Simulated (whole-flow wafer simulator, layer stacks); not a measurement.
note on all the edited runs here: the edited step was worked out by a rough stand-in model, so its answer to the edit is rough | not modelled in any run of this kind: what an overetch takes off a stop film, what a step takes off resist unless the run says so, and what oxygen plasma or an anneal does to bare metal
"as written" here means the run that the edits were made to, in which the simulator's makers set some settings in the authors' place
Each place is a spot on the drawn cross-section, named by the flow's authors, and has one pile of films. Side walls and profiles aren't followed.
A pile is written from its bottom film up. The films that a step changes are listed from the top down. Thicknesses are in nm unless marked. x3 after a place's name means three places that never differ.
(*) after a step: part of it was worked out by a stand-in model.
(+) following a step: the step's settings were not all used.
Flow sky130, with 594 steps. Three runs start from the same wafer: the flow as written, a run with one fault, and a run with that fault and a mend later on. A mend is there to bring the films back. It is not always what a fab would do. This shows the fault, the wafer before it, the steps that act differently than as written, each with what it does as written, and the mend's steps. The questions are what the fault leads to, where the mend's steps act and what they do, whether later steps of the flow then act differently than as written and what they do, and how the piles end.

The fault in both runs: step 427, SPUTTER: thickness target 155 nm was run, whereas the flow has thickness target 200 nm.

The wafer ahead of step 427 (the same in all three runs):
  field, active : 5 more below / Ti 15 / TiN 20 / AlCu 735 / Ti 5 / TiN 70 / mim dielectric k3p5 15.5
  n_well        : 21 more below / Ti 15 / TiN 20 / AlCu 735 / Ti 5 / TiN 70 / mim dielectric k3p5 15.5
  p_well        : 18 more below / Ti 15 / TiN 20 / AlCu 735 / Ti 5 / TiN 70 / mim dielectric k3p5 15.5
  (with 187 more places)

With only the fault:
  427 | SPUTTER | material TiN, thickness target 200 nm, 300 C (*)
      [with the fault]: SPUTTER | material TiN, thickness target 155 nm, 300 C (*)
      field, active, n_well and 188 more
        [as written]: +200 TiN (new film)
        [with the fault]: +155 TiN (new film)
  Steps later in the flow that act otherwise than as written (not shown: 3 more steps that differ only slightly, by at most 2% or 0.5 nm, whichever is larger):
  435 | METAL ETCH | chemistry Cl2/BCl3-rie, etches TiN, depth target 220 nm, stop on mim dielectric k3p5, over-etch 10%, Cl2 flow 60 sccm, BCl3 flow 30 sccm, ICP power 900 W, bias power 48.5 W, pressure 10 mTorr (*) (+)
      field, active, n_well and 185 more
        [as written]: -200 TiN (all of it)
        [with the fault]: -155 TiN (all of it)
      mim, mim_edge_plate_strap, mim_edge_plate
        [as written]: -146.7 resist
        [with the fault]: -113.7 resist
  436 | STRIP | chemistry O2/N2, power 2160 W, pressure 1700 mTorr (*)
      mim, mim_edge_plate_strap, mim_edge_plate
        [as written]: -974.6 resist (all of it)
        [with the fault]: -1007.6 resist (all of it)
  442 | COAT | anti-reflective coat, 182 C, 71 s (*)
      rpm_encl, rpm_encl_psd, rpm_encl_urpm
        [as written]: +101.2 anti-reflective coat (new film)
        [with the fault]: +104.2 anti-reflective coat (new film)
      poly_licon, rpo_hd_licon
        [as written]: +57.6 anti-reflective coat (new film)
        [with the fault]: +70 anti-reflective coat (new film)
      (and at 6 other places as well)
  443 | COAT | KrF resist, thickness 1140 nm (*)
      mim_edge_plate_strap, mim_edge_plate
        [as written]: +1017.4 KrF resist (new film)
        [with the fault]: +1062.4 KrF resist (new film)
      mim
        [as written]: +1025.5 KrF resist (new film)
        [with the fault]: +1065.8 KrF resist (new film)
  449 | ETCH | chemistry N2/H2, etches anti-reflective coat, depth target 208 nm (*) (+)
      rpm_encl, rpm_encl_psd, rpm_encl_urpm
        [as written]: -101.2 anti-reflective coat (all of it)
        [with the fault]: -104.2 anti-reflective coat (all of it)
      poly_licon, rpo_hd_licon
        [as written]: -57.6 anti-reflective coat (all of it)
        [with the fault]: -70 anti-reflective coat (all of it)
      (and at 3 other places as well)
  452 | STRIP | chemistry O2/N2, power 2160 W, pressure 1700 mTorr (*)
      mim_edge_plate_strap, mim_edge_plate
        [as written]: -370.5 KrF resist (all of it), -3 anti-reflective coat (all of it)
        [with the fault]: -415.4 KrF resist (all of it), -3 anti-reflective coat (all of it)
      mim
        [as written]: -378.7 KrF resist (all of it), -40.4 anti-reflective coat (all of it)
        [with the fault]: -418.9 KrF resist (all of it), -31.4 anti-reflective coat (all of it)
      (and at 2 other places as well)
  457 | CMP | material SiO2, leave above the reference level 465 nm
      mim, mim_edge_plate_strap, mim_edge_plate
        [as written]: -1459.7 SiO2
        [with the fault]: -1414.7 SiO2
  By the end, the piles at mim, mim_edge_plate_strap, mim_edge_plate depart from the flow's by more than 2% or 0.5 nm, whichever is larger.
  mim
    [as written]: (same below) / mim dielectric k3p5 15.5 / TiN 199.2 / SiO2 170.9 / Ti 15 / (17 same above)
    [with the fault]: (same below) / mim dielectric k3p5 15.5 / TiN 154.2 / SiO2 215.9 / Ti 15 / (17 same above)
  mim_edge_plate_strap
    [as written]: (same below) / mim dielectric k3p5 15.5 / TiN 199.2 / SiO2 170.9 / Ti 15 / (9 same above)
    [with the fault]: (same below) / mim dielectric k3p5 15.5 / TiN 154.2 / SiO2 215.9 / Ti 15 / (9 same above)
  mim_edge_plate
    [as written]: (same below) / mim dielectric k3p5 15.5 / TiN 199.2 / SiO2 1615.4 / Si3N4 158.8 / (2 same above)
    [with the fault]: (same below) / mim dielectric k3p5 15.5 / TiN 154.2 / SiO2 1660.4 / Si3N4 158.8 / (2 same above)

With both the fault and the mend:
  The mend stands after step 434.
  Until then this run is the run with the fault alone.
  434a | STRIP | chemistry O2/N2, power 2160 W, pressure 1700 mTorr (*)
      mim, mim_edge_plate_strap, mim_edge_plate
        -1121.3 resist (all of it)
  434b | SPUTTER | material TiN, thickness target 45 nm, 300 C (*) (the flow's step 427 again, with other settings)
      field, active, n_well and 188 more
        +45 TiN
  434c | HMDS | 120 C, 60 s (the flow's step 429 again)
      does not change any film at any place that is followed
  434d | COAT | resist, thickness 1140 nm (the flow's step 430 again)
      field, active, n_well and 186 more
        +1140 resist (new film)
      m1, via2_hole
        +1140.6 resist (new film)
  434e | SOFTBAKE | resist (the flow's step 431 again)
      does not change any film at any place that is followed
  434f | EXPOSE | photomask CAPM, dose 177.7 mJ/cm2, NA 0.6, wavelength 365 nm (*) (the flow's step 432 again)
      does not change any film at any place that is followed
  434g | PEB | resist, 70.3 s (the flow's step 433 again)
      field, active, n_well and 188 more
        -18.7 resist
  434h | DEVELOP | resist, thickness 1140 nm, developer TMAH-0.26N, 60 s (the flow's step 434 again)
      field, active, n_well and 183 more
        -1121.3 resist (all of it)
      m1, via2_hole
        -1121.9 resist (all of it)
  None of the later steps of the flow acts differently than as written at any place that is followed.
  By the end, the piles equal the flow's at every place that both follow.
